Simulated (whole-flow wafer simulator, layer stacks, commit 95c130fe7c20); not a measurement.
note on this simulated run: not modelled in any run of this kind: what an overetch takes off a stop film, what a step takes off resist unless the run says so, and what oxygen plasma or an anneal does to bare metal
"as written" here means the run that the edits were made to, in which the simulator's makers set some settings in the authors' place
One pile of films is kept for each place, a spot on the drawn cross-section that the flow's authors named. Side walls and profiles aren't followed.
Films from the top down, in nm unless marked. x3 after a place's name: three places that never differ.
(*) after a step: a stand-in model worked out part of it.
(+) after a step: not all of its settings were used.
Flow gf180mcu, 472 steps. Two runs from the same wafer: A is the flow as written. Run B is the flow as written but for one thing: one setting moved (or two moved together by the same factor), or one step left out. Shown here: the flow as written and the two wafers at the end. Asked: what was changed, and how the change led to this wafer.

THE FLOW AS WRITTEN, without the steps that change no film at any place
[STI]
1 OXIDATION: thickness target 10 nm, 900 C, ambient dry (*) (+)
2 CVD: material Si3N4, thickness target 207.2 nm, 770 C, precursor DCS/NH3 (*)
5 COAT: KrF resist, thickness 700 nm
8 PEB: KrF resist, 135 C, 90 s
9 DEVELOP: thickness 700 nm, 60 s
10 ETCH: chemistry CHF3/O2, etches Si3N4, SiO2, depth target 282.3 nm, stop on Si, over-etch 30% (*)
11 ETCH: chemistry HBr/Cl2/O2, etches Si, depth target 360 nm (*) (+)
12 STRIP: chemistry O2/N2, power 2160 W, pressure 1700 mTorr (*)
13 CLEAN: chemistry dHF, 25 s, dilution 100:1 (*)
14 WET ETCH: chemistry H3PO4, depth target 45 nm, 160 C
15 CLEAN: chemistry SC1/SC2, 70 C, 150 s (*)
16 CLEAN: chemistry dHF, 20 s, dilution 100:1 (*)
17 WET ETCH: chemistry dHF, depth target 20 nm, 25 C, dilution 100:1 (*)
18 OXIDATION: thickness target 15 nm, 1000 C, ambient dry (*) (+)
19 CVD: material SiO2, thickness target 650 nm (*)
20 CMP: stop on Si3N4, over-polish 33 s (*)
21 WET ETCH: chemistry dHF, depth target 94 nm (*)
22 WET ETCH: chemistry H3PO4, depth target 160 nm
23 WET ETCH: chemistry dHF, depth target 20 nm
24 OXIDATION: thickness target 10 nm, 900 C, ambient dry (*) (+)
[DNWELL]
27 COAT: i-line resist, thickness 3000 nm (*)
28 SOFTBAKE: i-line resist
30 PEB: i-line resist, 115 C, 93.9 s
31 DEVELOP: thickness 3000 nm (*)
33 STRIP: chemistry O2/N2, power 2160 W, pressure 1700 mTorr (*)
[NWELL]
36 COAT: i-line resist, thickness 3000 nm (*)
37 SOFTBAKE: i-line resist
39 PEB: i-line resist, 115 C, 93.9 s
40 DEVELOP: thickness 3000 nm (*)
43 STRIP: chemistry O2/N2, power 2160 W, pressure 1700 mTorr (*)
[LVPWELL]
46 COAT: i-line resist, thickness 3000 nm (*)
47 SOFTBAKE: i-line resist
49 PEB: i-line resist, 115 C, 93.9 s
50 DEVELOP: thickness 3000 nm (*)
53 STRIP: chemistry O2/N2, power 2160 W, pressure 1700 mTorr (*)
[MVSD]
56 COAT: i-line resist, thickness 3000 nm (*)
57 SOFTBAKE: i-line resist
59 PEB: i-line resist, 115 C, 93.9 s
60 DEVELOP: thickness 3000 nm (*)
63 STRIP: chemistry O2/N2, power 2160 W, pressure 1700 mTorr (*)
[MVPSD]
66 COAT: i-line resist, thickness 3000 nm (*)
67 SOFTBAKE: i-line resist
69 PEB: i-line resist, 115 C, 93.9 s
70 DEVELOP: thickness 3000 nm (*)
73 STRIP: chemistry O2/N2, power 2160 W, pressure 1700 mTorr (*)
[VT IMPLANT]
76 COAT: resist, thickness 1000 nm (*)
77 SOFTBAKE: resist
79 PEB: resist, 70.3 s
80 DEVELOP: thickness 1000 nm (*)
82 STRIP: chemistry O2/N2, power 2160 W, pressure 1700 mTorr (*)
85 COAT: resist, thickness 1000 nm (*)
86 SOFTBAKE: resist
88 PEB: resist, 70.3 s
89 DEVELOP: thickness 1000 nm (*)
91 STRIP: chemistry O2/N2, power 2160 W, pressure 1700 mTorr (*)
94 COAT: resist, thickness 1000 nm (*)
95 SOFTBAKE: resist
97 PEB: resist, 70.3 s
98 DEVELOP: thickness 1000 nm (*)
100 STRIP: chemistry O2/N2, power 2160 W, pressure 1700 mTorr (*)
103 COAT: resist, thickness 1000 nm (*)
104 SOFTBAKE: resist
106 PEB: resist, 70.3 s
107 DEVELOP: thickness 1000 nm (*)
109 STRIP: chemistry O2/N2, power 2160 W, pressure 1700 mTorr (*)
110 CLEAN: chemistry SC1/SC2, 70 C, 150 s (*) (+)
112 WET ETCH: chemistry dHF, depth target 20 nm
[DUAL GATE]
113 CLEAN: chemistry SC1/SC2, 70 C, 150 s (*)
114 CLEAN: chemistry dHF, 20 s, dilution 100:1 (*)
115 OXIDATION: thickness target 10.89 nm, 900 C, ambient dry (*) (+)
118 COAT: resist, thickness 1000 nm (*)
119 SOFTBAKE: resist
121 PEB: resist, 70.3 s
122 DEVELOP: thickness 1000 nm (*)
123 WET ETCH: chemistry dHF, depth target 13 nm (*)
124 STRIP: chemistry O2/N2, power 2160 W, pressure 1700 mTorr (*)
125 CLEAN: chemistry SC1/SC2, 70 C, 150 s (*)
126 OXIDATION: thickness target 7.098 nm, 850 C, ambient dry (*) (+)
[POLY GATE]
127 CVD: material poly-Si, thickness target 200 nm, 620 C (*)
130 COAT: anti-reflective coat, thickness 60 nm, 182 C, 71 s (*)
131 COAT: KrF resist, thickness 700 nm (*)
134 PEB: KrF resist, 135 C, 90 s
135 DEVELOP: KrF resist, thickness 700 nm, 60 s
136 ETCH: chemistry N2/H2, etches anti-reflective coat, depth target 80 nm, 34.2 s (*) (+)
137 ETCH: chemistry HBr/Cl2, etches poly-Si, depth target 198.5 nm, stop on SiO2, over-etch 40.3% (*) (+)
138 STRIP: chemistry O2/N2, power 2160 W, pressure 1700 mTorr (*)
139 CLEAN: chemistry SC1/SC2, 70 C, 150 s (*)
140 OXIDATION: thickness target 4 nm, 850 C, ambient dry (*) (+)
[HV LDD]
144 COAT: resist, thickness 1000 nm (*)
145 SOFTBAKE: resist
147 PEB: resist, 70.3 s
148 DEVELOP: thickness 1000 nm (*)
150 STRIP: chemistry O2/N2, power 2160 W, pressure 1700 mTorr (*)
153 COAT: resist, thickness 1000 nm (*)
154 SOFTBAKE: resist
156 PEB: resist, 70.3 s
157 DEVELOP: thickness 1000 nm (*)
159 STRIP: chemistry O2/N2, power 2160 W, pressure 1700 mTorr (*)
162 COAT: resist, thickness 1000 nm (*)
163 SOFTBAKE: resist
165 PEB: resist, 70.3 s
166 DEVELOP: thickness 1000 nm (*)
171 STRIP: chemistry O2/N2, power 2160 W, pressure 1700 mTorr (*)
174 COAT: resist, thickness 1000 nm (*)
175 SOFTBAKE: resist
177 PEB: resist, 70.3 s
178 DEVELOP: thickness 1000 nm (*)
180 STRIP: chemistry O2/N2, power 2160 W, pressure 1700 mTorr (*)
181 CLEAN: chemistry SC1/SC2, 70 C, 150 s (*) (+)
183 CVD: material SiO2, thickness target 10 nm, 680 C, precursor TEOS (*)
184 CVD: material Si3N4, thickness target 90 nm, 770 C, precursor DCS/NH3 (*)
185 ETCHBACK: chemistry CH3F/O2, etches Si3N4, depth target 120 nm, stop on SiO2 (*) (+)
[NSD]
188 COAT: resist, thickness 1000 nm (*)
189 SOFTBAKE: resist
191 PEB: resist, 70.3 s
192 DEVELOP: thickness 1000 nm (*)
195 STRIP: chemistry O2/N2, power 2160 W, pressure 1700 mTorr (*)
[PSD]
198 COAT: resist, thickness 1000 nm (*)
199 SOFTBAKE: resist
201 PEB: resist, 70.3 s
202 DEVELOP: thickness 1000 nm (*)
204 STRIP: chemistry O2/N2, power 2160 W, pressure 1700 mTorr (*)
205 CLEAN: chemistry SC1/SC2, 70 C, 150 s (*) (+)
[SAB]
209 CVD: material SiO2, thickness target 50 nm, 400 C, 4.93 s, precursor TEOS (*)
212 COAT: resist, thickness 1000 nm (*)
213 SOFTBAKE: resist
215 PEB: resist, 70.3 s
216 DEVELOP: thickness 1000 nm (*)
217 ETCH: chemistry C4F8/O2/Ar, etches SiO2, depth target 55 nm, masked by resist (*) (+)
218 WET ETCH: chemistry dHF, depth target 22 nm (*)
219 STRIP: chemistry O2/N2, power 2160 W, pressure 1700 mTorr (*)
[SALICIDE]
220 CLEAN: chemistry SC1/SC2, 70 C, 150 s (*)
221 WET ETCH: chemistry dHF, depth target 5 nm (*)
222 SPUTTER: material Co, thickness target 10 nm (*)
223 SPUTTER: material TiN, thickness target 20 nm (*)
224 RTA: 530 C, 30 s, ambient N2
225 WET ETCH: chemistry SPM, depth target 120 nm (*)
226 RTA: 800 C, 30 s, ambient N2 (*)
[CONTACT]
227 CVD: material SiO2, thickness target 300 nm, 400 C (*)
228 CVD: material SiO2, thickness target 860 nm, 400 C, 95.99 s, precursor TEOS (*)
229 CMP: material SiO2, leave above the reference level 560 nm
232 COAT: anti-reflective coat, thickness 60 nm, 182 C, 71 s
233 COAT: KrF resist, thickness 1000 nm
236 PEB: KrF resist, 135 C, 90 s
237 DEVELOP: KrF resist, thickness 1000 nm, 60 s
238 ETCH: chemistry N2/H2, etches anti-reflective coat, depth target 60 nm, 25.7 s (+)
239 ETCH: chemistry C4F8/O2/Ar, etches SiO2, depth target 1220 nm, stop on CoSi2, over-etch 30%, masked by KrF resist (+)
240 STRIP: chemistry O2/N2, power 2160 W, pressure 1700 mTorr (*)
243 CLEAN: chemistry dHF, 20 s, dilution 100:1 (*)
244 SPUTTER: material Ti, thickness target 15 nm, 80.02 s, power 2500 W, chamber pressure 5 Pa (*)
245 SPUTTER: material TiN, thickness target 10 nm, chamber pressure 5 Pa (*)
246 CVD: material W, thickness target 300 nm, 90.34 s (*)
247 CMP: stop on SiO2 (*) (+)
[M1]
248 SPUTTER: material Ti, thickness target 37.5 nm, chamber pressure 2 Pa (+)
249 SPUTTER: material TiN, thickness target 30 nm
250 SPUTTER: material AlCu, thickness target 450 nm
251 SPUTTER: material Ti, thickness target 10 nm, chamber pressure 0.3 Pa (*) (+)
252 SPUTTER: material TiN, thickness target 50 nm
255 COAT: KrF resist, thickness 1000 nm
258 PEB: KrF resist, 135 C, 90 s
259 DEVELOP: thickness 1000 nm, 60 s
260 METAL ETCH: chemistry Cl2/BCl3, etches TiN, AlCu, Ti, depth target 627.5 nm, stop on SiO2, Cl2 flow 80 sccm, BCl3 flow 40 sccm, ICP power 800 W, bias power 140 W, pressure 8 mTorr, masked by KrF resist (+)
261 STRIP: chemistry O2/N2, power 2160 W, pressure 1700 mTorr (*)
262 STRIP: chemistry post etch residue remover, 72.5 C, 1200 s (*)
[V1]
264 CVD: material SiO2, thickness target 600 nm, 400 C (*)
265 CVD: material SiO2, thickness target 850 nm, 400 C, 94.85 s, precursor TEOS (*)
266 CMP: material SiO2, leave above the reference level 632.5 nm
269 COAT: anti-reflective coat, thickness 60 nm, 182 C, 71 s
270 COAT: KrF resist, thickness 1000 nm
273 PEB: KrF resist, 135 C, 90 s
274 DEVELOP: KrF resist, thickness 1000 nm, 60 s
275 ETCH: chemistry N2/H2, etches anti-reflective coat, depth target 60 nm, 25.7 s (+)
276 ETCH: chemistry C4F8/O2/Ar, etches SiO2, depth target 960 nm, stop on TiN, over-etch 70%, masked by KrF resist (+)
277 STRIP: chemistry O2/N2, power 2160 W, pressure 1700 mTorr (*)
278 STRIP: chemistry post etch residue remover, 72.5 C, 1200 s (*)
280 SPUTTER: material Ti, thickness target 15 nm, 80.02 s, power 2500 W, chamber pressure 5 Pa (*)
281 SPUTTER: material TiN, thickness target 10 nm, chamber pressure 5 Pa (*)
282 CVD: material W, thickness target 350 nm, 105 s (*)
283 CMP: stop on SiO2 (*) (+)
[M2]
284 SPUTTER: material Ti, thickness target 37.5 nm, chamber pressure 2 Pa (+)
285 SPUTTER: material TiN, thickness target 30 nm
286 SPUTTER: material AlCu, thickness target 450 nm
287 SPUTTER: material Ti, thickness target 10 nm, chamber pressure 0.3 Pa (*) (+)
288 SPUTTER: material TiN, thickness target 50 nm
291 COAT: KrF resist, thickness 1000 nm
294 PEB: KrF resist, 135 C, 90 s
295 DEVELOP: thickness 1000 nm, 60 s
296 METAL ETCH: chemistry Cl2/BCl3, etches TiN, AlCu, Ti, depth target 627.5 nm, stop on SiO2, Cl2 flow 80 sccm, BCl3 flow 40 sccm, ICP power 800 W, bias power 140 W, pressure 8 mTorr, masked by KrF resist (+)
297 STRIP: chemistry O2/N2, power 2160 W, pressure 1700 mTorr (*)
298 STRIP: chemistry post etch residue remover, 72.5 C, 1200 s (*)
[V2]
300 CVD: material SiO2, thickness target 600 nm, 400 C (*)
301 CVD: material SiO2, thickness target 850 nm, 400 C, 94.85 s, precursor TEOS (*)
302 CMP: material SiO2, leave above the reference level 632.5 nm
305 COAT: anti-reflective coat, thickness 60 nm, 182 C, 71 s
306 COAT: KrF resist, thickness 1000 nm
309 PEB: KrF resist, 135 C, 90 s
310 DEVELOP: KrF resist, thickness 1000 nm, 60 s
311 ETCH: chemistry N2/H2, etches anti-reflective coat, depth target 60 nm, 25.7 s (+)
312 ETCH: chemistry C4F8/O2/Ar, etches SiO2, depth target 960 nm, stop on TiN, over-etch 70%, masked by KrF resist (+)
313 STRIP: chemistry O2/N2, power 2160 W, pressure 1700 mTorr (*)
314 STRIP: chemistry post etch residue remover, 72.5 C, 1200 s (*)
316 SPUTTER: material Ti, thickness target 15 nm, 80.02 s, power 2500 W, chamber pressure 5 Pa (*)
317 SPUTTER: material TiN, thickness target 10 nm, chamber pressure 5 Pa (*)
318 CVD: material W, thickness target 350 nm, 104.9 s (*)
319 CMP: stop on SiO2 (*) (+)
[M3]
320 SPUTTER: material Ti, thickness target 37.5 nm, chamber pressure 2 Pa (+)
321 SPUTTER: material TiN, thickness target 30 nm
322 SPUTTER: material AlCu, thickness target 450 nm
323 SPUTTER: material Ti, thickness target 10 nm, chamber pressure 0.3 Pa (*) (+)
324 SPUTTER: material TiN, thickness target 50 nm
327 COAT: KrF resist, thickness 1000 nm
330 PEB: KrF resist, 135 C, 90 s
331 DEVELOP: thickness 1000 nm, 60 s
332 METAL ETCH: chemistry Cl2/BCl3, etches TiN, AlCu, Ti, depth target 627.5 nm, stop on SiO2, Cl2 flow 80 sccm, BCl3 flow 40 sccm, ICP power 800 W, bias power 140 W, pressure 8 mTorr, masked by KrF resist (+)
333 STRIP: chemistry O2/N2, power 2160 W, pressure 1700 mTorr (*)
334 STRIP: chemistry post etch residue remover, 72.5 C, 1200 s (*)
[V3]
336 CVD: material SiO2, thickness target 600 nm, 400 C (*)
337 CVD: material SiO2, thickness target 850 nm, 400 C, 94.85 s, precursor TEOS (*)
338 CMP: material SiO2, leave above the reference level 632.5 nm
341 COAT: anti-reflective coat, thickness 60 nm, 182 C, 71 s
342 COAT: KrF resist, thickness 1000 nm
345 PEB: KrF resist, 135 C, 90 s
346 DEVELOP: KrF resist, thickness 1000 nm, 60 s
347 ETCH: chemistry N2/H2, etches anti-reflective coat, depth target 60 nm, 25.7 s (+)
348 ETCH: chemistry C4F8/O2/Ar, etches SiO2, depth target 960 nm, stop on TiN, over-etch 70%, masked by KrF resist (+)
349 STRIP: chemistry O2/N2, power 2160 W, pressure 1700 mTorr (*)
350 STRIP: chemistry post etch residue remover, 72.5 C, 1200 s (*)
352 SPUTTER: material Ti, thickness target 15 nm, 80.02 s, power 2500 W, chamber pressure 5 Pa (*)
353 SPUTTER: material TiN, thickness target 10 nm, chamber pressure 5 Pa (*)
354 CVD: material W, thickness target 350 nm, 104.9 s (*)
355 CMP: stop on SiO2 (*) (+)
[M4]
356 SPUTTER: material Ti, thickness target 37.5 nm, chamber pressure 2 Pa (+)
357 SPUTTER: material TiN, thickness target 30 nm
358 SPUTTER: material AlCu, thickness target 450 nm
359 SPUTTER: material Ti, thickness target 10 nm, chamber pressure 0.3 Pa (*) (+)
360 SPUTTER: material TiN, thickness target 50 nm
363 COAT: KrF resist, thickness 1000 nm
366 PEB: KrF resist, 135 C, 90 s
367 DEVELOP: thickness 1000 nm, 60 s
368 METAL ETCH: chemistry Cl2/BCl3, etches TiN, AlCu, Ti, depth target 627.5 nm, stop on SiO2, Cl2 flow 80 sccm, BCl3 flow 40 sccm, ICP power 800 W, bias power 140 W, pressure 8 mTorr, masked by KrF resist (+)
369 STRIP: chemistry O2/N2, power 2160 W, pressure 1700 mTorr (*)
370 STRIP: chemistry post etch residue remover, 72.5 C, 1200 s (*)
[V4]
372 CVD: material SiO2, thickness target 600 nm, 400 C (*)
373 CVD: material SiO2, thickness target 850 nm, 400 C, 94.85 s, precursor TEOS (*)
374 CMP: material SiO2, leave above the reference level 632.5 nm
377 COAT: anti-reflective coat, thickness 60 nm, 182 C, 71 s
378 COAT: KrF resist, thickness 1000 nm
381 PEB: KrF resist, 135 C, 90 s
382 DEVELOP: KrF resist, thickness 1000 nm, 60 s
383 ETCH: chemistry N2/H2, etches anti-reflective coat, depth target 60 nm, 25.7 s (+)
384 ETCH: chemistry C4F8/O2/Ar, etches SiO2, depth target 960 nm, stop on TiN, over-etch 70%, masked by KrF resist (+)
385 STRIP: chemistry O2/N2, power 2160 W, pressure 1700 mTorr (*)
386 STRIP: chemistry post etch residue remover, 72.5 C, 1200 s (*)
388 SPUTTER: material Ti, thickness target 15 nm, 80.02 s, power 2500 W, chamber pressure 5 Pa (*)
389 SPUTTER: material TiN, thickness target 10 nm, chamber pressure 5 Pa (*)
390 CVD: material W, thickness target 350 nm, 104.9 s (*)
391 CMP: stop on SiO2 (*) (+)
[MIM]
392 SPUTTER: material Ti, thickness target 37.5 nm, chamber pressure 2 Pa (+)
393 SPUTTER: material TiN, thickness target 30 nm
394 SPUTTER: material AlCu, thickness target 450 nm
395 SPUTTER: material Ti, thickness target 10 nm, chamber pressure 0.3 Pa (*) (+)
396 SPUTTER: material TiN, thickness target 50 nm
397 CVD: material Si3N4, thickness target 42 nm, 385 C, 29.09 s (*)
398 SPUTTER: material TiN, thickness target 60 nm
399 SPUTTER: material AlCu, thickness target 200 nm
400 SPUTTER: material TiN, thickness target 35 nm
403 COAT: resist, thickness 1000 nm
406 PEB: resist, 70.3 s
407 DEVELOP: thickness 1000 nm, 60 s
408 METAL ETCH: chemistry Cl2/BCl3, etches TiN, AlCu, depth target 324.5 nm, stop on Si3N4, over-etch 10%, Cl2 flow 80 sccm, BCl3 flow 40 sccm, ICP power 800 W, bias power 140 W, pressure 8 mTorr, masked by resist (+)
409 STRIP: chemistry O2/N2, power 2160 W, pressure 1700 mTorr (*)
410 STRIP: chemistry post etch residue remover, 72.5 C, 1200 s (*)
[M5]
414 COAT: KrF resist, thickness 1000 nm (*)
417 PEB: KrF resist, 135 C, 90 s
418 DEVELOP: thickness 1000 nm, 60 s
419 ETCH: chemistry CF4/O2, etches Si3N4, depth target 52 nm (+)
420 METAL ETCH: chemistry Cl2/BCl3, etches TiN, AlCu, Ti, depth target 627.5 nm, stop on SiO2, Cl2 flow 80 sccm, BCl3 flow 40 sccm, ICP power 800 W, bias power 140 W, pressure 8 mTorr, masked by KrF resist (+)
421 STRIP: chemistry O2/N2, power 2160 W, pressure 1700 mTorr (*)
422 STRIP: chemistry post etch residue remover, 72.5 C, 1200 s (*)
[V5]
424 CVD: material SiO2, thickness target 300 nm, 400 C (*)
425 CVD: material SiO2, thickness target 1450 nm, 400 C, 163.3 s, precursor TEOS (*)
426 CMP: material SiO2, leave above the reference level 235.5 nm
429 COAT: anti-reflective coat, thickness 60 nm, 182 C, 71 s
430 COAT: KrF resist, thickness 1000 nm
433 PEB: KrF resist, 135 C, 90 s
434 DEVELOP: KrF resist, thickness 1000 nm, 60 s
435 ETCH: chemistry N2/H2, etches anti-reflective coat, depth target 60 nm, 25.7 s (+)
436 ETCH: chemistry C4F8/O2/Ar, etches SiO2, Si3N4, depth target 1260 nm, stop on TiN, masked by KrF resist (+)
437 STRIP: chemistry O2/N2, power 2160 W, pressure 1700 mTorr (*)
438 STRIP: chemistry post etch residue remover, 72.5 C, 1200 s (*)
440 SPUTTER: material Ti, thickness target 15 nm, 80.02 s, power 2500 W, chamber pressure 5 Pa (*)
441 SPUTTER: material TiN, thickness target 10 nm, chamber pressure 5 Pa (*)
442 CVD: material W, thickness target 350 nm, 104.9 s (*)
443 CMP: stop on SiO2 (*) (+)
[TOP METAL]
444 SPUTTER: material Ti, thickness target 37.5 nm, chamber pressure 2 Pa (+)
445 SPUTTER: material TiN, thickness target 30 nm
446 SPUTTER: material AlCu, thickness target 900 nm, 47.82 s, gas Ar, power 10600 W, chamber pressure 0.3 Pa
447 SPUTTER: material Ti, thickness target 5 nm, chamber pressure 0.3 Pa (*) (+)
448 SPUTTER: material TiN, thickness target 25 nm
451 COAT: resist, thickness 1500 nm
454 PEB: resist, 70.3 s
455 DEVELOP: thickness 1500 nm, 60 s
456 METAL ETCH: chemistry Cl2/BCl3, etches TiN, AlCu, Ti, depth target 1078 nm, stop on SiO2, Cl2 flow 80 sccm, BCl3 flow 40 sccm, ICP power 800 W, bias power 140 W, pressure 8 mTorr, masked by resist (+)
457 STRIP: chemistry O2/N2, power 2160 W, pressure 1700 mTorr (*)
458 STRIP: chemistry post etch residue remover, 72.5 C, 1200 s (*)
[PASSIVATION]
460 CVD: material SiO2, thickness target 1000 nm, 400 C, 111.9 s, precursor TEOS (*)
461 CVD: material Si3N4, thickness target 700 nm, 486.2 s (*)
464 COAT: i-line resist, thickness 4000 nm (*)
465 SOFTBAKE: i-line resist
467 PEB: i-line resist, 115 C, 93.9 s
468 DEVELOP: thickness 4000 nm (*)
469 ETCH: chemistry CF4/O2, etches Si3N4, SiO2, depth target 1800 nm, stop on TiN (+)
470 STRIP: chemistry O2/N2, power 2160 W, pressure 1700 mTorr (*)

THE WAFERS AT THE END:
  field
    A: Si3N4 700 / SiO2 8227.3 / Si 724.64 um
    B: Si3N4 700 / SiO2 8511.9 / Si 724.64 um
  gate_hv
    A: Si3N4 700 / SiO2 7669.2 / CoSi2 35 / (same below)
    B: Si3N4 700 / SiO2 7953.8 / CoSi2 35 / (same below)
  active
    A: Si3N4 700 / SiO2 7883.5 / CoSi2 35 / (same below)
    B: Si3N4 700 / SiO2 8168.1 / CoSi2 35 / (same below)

The cause: step 266, CMP: leave above the reference level 917.1 nm was run, where the flow has leave above the reference level 632.5 nm.

How the change led to this, step by step:
  266 CMP: material SiO2, leave above the reference level 632.5 nm
      field, field__w1, field__w2 and 99 more: A SiO2 -300 | B SiO2 -15.4
      field__w8, contact, m1 and 6 more: A SiO2 -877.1 | B SiO2 -592.5
  276 ETCH: chemistry C4F8/O2/Ar, etches SiO2, depth target 960 nm, stop on TiN, over-etch 70%, masked by KrF resist (+)
      contact: A SiO2 -572.5 (all of it) | B SiO2 -857.1 (all of it)
  280 SPUTTER: material Ti, thickness target 15 nm, 80.02 s, power 2500 W, chamber pressure 5 Pa (*)
      contact: A Ti +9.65 (new film) | B Ti +8.19 (new film)
  281 SPUTTER: material TiN, thickness target 10 nm, chamber pressure 5 Pa (*)
      contact: A TiN +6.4 (new film) | B TiN +5.42 (new film)
  282 CVD: material W, thickness target 350 nm, 105 s (*)
      contact: A W +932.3 (new film) | B W +1219.3 (new film)
